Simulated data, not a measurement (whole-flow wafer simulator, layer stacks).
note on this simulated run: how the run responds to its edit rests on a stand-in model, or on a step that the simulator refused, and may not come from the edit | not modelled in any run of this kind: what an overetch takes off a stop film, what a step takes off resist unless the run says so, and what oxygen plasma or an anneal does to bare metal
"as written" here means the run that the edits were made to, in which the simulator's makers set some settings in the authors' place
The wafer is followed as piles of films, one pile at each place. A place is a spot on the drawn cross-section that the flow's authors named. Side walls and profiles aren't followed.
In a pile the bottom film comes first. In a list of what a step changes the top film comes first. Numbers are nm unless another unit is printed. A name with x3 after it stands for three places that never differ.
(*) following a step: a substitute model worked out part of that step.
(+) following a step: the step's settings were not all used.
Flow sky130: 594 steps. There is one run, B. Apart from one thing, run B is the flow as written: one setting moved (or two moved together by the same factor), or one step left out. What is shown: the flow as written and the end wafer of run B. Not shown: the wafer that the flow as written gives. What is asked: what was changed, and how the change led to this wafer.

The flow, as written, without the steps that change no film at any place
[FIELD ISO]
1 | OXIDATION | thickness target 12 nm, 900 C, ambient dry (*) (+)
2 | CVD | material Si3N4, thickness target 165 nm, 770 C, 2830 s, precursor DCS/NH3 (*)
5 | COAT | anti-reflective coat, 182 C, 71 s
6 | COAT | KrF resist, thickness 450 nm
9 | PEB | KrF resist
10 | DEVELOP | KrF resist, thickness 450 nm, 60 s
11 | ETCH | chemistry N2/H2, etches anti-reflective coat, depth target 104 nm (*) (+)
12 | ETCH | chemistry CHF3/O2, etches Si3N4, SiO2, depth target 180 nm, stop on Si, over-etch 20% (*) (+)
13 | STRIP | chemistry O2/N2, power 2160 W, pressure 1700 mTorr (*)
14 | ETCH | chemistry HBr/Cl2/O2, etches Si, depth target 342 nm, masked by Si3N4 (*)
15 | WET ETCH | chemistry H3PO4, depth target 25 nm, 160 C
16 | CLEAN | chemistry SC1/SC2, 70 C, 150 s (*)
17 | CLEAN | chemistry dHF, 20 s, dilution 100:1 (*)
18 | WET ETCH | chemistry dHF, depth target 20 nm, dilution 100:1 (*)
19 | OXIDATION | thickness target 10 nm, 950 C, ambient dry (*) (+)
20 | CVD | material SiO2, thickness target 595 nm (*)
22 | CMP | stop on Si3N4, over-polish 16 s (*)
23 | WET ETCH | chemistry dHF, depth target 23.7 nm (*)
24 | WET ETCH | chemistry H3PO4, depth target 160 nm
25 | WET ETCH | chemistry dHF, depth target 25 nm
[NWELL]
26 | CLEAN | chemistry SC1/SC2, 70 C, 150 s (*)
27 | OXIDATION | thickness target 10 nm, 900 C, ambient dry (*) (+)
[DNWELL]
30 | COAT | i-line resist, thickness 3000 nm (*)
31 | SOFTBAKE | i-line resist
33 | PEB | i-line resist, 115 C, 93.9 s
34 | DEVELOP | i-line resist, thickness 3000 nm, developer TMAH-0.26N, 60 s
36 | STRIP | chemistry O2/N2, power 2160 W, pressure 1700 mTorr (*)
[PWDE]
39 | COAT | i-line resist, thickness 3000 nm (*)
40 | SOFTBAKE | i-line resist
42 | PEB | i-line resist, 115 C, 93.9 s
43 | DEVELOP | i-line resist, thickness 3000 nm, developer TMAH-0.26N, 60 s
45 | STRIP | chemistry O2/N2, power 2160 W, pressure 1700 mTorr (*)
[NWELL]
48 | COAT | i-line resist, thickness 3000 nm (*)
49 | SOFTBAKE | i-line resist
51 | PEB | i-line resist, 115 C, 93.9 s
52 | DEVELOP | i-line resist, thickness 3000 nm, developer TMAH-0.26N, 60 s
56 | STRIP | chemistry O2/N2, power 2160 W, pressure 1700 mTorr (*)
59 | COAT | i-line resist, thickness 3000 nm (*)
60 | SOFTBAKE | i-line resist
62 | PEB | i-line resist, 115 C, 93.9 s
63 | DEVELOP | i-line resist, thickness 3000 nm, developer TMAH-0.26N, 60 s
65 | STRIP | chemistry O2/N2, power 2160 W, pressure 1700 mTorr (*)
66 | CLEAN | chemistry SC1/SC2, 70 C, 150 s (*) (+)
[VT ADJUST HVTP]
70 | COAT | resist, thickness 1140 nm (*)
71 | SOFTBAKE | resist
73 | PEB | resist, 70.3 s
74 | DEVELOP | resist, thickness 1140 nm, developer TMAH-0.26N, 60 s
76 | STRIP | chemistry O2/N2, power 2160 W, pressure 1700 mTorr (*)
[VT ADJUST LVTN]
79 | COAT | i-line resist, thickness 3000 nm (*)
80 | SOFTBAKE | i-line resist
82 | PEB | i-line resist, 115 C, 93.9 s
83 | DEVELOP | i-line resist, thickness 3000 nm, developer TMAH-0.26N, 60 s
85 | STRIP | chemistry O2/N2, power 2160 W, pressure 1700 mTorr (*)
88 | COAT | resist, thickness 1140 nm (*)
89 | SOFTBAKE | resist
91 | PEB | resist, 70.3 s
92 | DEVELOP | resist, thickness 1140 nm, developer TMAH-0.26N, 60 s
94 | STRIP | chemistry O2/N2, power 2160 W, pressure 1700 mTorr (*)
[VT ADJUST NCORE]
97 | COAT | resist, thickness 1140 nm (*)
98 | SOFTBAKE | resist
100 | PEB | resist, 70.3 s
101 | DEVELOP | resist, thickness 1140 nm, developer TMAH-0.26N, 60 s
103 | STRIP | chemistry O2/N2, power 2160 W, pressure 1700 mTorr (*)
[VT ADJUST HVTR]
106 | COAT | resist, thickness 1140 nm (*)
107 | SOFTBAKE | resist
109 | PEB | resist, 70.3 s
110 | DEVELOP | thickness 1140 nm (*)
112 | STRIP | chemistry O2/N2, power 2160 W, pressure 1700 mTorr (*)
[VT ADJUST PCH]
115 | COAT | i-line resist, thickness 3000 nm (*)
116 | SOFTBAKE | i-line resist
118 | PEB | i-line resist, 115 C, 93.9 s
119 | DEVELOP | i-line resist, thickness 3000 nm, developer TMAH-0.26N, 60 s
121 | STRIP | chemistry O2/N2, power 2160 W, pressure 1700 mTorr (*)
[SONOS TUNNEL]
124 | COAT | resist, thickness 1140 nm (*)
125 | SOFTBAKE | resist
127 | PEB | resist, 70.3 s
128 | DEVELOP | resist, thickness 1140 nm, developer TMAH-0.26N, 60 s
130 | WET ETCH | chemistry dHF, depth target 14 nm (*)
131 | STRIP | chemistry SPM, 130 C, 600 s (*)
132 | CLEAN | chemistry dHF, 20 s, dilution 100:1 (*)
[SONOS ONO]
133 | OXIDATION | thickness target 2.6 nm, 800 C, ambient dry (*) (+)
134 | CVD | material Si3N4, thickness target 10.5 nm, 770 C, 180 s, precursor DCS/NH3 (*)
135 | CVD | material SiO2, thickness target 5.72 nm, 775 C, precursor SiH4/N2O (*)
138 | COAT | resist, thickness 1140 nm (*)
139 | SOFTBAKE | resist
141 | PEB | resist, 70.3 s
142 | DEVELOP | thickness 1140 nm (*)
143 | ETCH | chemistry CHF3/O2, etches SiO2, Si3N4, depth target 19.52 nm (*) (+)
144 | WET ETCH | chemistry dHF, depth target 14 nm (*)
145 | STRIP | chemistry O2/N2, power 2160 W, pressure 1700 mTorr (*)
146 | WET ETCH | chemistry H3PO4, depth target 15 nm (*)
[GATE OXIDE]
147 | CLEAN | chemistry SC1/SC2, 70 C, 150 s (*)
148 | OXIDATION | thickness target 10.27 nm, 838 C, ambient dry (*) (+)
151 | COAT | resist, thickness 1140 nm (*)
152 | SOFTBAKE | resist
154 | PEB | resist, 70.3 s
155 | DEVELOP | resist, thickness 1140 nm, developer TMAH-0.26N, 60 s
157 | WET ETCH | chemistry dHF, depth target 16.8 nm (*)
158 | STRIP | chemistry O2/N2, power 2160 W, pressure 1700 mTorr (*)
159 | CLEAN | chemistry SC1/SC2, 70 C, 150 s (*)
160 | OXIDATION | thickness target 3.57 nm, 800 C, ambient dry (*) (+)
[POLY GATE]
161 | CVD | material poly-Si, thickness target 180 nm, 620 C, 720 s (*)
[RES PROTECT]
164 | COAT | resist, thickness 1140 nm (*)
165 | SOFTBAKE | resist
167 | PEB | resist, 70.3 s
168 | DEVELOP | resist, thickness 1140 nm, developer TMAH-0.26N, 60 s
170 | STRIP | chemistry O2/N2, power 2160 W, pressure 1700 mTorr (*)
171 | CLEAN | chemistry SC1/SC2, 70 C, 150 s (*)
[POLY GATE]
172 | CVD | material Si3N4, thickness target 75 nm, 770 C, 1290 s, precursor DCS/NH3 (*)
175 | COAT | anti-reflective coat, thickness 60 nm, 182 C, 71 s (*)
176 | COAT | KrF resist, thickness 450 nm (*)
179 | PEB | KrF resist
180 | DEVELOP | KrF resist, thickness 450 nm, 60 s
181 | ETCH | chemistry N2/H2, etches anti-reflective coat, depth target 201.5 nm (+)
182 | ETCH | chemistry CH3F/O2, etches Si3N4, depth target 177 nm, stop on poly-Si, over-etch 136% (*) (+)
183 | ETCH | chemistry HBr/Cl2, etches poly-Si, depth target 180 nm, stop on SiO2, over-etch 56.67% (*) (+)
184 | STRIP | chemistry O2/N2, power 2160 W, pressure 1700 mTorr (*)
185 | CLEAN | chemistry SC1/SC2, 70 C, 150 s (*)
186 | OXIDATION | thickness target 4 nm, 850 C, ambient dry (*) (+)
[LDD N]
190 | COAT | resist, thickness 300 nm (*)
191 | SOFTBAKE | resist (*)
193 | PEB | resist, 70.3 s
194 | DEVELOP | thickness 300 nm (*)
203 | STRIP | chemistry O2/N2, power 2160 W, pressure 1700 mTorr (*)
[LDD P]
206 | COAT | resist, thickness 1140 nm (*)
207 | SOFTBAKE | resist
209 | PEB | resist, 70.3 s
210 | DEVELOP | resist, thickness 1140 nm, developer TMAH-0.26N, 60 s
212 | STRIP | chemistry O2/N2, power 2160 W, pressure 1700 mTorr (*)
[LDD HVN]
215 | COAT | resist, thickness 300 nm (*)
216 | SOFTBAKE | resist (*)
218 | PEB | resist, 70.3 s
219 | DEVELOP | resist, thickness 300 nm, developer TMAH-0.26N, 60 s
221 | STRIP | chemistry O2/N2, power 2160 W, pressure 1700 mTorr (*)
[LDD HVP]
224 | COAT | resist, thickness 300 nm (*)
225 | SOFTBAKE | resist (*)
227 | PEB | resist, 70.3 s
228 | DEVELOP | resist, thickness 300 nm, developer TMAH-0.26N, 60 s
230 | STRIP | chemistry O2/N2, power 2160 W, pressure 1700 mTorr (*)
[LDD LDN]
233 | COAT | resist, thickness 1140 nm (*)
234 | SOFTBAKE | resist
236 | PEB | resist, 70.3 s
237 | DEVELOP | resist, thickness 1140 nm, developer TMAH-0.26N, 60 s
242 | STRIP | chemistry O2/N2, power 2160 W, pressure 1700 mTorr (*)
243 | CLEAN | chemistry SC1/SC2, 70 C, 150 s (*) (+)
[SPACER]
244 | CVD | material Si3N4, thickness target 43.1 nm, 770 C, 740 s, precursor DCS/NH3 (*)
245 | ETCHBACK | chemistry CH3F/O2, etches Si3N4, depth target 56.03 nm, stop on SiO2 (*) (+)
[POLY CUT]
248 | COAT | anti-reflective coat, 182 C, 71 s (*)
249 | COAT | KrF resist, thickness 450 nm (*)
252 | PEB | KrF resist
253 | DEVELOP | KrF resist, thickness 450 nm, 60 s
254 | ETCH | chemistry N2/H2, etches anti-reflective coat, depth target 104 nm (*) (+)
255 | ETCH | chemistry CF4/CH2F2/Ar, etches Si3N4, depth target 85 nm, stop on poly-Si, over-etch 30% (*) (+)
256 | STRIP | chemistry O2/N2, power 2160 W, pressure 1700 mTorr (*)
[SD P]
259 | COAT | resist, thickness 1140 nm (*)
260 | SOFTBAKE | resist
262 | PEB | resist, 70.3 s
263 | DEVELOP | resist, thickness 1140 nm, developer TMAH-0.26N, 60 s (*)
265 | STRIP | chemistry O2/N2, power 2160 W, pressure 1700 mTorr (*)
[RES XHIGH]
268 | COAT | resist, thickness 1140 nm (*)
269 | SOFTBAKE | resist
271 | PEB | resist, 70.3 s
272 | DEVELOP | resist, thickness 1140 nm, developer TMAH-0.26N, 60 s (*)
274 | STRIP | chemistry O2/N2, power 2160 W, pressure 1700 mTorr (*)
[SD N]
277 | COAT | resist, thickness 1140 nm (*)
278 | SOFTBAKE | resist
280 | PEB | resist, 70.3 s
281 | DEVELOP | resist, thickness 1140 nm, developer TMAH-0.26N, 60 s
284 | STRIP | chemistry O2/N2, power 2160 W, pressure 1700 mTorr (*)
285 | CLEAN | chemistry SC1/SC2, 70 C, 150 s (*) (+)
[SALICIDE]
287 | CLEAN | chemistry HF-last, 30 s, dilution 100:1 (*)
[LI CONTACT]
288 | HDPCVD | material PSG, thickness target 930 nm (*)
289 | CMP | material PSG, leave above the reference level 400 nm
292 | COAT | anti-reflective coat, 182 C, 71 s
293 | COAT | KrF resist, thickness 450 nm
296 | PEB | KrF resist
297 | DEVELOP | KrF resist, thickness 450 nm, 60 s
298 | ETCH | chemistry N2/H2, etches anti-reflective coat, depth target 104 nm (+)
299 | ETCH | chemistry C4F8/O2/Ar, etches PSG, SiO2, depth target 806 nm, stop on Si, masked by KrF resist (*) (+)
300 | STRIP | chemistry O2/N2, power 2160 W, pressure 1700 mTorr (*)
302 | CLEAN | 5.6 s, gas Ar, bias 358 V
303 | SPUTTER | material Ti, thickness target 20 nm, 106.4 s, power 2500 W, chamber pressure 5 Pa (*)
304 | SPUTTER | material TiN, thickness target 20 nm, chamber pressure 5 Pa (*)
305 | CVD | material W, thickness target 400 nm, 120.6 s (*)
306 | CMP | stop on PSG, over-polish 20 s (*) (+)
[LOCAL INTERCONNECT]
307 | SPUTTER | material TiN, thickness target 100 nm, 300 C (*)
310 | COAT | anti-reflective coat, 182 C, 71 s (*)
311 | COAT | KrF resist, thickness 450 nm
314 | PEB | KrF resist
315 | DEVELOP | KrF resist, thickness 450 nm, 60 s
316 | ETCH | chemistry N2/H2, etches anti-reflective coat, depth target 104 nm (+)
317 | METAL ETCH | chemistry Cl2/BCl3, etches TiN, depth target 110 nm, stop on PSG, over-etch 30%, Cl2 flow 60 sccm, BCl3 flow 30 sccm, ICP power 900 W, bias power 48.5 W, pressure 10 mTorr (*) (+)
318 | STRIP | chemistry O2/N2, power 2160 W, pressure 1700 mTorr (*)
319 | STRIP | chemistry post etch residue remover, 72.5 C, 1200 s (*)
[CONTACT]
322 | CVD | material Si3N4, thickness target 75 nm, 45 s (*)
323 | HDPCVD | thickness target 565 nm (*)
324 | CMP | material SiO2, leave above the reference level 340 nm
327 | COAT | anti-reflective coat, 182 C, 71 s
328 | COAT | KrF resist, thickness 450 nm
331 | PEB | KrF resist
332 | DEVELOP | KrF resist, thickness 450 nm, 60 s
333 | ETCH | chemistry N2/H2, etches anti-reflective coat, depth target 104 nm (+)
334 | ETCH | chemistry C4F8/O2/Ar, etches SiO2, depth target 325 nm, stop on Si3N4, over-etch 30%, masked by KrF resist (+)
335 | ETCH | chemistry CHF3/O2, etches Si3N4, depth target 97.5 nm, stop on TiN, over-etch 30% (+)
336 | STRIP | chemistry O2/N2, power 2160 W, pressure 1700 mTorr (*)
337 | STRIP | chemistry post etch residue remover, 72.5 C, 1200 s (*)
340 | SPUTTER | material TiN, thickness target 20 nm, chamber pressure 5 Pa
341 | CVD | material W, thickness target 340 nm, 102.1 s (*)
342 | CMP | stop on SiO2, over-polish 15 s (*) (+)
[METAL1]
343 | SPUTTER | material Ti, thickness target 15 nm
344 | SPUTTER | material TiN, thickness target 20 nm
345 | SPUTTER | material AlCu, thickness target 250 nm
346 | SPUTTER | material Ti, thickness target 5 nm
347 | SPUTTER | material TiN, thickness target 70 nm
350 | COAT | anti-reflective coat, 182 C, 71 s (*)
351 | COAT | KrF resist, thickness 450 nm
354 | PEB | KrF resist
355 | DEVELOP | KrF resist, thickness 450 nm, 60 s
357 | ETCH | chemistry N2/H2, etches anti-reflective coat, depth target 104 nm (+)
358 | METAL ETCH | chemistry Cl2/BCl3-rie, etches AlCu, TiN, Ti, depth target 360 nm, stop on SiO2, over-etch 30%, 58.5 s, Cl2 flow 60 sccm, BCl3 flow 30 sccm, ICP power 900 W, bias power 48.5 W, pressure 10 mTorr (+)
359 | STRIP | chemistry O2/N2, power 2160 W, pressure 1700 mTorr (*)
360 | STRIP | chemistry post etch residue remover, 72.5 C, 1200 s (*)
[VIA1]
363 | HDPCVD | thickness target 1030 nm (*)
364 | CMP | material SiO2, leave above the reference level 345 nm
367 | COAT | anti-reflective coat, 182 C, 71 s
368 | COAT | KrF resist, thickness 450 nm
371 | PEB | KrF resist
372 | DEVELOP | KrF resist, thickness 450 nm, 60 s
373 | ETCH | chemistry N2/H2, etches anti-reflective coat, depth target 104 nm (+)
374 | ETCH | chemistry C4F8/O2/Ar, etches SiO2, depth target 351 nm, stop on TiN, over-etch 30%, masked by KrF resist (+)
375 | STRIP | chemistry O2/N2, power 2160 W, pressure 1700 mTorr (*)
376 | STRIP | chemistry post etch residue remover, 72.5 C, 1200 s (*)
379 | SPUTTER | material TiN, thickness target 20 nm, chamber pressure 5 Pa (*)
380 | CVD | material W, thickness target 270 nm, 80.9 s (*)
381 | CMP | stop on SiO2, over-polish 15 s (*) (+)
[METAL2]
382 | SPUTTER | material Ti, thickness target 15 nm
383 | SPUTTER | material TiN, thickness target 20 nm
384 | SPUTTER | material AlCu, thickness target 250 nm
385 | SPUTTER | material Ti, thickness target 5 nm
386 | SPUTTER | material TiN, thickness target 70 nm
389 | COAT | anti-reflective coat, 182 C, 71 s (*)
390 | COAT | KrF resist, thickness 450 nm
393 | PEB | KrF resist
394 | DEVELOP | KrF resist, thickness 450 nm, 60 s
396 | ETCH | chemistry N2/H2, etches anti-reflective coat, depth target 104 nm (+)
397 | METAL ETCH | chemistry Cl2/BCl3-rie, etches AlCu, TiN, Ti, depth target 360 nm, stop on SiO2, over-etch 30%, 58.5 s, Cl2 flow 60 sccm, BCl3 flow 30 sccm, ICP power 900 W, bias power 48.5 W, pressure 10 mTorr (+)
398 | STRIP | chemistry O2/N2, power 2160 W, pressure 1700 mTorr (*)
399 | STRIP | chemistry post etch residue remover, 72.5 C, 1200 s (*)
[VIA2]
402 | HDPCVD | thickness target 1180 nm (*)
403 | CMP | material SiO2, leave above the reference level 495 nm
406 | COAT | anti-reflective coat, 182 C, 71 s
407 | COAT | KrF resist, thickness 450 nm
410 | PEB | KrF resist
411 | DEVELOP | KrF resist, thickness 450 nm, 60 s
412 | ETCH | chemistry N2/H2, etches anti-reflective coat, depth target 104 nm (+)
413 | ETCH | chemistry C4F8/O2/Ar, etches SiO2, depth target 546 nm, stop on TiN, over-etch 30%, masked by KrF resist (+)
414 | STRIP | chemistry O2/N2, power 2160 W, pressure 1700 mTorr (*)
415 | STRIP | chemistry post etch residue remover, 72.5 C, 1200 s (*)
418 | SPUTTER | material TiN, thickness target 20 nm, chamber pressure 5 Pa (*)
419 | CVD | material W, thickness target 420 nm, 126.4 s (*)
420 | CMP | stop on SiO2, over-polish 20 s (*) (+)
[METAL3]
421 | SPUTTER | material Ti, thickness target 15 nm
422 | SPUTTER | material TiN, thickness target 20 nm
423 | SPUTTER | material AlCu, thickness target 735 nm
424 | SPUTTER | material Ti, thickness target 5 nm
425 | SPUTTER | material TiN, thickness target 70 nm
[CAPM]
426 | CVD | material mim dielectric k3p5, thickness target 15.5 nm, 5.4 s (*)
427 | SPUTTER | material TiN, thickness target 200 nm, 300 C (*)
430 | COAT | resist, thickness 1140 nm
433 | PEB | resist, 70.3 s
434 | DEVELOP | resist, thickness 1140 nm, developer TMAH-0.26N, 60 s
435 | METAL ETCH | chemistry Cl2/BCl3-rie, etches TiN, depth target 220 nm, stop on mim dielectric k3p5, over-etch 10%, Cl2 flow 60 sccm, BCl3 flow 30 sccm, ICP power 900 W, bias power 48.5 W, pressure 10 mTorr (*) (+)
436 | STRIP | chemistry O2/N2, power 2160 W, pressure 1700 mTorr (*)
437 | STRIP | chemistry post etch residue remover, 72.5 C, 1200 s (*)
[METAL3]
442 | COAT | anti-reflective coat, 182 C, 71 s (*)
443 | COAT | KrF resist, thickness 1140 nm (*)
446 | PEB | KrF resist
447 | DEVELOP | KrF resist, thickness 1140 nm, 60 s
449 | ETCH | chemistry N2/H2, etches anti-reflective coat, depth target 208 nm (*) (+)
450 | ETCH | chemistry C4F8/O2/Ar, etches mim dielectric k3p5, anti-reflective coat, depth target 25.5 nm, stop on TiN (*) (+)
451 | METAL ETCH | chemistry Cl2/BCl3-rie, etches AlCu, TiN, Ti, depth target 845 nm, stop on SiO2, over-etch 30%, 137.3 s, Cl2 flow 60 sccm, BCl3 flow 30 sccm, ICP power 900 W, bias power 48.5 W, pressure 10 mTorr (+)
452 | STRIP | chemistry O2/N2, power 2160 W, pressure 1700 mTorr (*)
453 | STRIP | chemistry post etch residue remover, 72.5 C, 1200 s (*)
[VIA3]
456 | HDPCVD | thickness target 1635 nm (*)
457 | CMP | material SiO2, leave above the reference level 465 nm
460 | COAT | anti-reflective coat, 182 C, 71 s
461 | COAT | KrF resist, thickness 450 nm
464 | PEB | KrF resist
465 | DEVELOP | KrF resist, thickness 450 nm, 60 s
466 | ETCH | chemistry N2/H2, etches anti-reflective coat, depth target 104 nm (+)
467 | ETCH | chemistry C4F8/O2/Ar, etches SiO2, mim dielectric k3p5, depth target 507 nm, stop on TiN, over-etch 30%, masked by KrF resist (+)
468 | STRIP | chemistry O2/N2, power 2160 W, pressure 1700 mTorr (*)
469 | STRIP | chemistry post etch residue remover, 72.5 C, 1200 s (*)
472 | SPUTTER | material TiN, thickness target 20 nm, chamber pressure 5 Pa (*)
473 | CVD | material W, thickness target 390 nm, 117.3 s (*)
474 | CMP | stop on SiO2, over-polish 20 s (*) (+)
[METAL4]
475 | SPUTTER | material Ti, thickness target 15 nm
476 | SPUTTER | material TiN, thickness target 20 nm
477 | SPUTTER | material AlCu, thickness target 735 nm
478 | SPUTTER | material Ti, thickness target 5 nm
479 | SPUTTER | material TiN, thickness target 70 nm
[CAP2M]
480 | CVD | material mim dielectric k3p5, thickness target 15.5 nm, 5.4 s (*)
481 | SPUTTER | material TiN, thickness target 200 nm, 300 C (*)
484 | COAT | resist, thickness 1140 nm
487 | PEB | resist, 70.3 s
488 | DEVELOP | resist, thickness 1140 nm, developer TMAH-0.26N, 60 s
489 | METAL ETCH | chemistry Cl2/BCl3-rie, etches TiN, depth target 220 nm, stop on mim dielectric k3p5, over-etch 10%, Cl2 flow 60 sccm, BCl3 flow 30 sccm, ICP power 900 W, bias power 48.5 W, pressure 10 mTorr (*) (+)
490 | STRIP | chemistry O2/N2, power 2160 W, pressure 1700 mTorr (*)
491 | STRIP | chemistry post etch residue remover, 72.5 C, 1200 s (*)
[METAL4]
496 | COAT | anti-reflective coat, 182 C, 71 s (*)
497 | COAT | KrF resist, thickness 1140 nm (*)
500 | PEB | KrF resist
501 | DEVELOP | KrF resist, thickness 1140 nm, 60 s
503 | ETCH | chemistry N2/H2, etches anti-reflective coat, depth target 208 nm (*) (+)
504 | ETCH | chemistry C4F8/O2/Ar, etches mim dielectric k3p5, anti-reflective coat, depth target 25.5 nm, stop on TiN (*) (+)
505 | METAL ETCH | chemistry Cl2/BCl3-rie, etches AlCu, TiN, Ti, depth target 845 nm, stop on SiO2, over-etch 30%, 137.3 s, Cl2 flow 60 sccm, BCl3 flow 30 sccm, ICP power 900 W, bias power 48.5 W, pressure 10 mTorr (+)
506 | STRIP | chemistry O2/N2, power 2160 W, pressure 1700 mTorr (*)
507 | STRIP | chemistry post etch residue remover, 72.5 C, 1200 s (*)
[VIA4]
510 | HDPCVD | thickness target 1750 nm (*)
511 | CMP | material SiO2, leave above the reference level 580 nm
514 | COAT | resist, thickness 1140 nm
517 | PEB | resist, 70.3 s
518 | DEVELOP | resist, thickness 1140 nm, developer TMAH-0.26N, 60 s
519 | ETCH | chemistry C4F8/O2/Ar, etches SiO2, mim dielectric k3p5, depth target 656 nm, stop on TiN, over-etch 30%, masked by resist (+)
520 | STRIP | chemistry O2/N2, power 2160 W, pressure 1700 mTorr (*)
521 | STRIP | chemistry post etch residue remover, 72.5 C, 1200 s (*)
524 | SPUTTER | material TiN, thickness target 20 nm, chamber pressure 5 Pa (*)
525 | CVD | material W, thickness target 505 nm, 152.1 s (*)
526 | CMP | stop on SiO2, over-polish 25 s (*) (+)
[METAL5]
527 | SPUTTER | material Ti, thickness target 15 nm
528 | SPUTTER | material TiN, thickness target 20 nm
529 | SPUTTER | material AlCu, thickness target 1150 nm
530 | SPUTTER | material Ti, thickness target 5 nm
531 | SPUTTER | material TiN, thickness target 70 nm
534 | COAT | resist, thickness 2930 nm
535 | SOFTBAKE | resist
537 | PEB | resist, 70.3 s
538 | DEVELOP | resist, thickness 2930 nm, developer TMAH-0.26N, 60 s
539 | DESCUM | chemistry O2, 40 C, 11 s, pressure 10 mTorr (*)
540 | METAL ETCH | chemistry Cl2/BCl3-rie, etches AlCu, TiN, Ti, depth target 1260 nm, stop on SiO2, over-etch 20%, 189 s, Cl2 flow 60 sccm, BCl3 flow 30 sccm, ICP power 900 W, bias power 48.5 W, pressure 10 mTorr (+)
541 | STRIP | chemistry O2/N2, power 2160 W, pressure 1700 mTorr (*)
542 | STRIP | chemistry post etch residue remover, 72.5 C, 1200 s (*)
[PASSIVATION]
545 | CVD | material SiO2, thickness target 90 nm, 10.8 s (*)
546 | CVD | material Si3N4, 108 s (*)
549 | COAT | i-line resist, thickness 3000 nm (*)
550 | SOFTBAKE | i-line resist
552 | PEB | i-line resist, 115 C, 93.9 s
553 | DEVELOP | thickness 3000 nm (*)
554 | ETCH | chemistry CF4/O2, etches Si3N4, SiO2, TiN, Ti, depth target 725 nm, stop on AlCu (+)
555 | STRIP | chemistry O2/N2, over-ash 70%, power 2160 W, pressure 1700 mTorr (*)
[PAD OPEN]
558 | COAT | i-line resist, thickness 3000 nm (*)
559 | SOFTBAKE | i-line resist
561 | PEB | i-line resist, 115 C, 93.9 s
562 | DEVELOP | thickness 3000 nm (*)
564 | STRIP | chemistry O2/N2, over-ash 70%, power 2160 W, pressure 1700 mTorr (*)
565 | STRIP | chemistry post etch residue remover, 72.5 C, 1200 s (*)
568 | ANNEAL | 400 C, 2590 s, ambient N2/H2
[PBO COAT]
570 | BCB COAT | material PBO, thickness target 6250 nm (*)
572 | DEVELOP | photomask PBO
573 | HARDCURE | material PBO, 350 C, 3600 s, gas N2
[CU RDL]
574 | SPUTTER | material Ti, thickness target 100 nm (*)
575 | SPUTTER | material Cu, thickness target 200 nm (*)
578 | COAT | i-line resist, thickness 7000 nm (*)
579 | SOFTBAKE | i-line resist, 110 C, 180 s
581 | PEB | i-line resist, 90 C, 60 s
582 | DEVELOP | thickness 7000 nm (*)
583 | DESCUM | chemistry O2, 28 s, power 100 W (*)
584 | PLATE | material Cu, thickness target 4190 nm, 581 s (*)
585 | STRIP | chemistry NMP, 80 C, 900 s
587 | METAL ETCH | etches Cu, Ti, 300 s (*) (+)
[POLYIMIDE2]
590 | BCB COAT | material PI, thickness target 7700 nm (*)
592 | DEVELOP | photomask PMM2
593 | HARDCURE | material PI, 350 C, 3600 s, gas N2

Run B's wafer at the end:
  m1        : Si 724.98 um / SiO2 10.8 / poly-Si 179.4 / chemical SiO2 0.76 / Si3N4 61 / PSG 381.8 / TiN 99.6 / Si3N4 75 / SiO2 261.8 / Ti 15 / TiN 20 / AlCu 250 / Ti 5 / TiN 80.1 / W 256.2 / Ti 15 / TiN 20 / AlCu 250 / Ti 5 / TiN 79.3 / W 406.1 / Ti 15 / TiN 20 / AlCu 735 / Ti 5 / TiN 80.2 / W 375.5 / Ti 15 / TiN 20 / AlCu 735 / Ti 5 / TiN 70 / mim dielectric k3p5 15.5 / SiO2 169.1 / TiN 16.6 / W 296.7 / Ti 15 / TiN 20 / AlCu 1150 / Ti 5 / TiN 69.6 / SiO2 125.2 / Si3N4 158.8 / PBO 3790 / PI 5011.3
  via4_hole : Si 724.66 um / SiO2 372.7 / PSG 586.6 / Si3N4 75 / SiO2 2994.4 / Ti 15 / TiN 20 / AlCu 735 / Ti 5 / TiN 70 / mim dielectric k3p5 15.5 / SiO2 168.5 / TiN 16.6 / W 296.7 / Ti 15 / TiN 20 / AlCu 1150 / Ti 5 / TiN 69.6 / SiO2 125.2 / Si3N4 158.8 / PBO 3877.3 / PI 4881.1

The reason: step 519, ETCH: depth target 321 nm was run, while the flow as written has depth target 656 nm.

The path from the change to this, step by step:
  519 | ETCH | chemistry C4F8/O2/Ar, etches SiO2, mim dielectric k3p5, depth target 656 nm, stop on TiN, over-etch 30%, masked by resist (+)
      m1: -321 SiO2 (it would be, as written: -490.1 SiO2 (all of it), -15.5 mim dielectric k3p5 (all of it))
      via4_hole: -321 SiO2 (it would be, as written: -489.5 SiO2 (all of it), -15.5 mim dielectric k3p5 (all of it))
      (also at 191 further places)
  520 | STRIP | chemistry O2/N2, power 2160 W, pressure 1700 mTorr (*)
      field, active, n_well and 188 more: -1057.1 resist (all of it) (it would be, as written: -990.1 resist (all of it))
  524 | SPUTTER | material TiN, thickness target 20 nm, chamber pressure 5 Pa (*)
      m1, via4_hole: +16.6 TiN (new film) (it would be, as written: +15.3 TiN)
  525 | CVD | material W, thickness target 505 nm, 152.1 s (*)
      m1: +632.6 W (new film) (it would be, as written: +1015.8 W (new film))
      via4_hole: +634.3 W (new film) (it would be, as written: +1015.2 W (new film))
  526 | CMP | stop on SiO2, over-polish 25 s (*) (+)
      m1: -335.9 W (it would be, as written: -532.7 W)
      via4_hole: -337.7 W (it would be, as written: -532.7 W)
Taking metal films that touch as one body, m1 has 3 bodies (between them, from the top down: SiO2 169.1 / mim dielectric k3p5 15.5; SiO2 261.8 / Si3N4 75); the flow as written gives 2 bodies (between them, from the top down: SiO2 261.8 / Si3N4 75).
Taking metal films that touch as one body, via4_hole has 2 bodies (between them, from the top down: SiO2 168.5 / mim dielectric k3p5 15.5); the flow as written gives 1 body.
